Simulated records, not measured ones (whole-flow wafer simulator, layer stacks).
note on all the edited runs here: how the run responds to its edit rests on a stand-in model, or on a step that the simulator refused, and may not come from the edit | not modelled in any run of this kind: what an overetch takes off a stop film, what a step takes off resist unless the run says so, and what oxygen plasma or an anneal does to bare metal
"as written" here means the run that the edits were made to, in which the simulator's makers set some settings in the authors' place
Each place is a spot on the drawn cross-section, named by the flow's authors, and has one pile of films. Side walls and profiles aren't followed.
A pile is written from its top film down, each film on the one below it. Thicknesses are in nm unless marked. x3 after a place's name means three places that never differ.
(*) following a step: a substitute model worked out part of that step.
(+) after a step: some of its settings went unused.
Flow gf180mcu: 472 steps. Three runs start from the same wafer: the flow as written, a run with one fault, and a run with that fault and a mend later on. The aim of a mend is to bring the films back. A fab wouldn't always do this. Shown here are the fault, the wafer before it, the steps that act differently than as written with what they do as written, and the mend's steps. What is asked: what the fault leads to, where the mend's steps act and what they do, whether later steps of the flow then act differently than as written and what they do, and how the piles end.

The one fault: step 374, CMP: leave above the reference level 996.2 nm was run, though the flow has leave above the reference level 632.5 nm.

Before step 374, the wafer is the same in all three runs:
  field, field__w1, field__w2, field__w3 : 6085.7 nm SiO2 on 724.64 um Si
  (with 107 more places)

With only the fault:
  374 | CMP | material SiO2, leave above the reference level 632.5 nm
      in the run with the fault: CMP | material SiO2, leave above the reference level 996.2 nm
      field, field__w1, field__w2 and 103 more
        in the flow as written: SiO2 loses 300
        in the run with the fault: nothing
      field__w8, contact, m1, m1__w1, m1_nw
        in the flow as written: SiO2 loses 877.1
        in the run with the fault: SiO2 loses 513.4
  Steps further on in the flow that do not act as written (6 other steps are not shown; they differ only slightly, by no more than 2% or 0.5 nm, whichever is larger):
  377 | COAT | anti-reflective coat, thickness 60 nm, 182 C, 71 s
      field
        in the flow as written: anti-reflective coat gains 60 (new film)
        in the run with the fault: anti-reflective coat gains 85.5 (new film)
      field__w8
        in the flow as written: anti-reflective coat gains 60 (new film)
        in the run with the fault: anti-reflective coat gains 26.4 (new film)
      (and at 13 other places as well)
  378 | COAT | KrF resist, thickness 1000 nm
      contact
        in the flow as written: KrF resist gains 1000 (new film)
        in the run with the fault: KrF resist gains 976.4 (new film)
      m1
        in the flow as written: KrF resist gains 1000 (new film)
        in the run with the fault: KrF resist gains 973.6 (new film)
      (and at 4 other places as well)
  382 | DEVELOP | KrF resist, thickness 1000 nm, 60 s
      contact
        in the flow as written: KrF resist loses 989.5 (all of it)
        in the run with the fault: KrF resist loses 966.1 (all of it)
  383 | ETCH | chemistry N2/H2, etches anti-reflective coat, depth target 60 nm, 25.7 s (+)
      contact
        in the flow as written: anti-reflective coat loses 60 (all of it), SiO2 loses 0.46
        in the run with the fault: anti-reflective coat loses 30.3 (all of it), SiO2 loses 1.22
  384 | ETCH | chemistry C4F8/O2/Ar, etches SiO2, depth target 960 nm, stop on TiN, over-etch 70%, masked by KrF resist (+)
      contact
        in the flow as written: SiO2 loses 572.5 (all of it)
        in the run with the fault: SiO2 loses 935.4 (all of it)
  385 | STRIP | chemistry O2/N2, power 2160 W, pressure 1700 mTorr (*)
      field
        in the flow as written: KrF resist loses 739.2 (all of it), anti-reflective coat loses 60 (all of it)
        in the run with the fault: KrF resist loses 727.4 (all of it), anti-reflective coat loses 85.5 (all of it)
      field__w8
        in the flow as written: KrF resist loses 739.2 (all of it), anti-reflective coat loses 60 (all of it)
        in the run with the fault: KrF resist loses 732.1 (all of it), anti-reflective coat loses 26.4 (all of it)
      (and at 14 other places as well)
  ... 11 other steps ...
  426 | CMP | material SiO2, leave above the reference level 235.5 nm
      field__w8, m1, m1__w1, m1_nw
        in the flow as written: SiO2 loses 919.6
        in the run with the fault: SiO2 loses 981
  At field, field__w1, field__w2 and 109 more, the piles at the end differ from the flow's by more than 2% or 0.5 nm, whichever is larger.
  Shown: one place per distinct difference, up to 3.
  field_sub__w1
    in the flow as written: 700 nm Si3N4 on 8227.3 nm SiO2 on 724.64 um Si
    in the run with the fault: 700 nm Si3N4 on 8527.2 nm SiO2 on 724.64 um Si
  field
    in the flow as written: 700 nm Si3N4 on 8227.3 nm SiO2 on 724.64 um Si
    in the run with the fault: 700 nm Si3N4 on 8527.3 nm SiO2 on 724.64 um Si
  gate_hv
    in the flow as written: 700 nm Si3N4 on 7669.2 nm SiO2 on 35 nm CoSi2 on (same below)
    in the run with the fault: 700 nm Si3N4 on 7969.1 nm SiO2 on 35 nm CoSi2 on (same below)

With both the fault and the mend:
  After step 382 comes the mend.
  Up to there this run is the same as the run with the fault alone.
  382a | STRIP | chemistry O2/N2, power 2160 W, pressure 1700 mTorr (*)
      iso_ptap_pw, iso_ntap_nw, iso_nw_fld and 33 more
        KrF resist loses 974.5 (all of it), anti-reflective coat loses 60 (all of it)
      field_sub, field_sub__w1, field_sub__w2 and 15 more
        KrF resist loses 975.1 (all of it), anti-reflective coat loses 60.2 (all of it)
      field__w6, field__w7, field__w11 and 7 more
        KrF resist loses 975.2 (all of it), anti-reflective coat loses 60.2 (all of it)
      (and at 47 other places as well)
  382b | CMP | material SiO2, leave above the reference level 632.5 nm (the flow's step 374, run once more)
      field, field__w1, field__w2 and 103 more
        SiO2 loses 300
      field__w8, contact, m1, m1__w1, m1_nw
        SiO2 loses 363.7
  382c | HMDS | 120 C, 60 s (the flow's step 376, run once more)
      alters no film at any place that is followed
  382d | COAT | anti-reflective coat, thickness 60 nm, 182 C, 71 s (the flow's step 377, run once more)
      field, field__w1, field__w2 and 108 more
        anti-reflective coat gains 60 (new film)
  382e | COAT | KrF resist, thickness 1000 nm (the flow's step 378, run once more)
      field, field__w1, field__w2 and 108 more
        KrF resist gains 1000 (new film)
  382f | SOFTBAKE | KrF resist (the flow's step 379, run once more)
      alters no film at any place that is followed
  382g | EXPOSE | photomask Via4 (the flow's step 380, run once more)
      alters no film at any place that is followed
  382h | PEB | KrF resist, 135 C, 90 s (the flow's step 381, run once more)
      field, field__w1, field__w2 and 108 more
        KrF resist loses 10.5
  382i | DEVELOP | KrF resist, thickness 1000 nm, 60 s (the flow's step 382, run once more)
      field, field__w1, field__w2 and 107 more
        KrF resist loses 14.9
      contact
        KrF resist loses 989.5 (all of it)
  None of the later steps of the flow acts differently than as written at any place that is followed.
  By the end, the piles equal the flow's at every place that both follow.
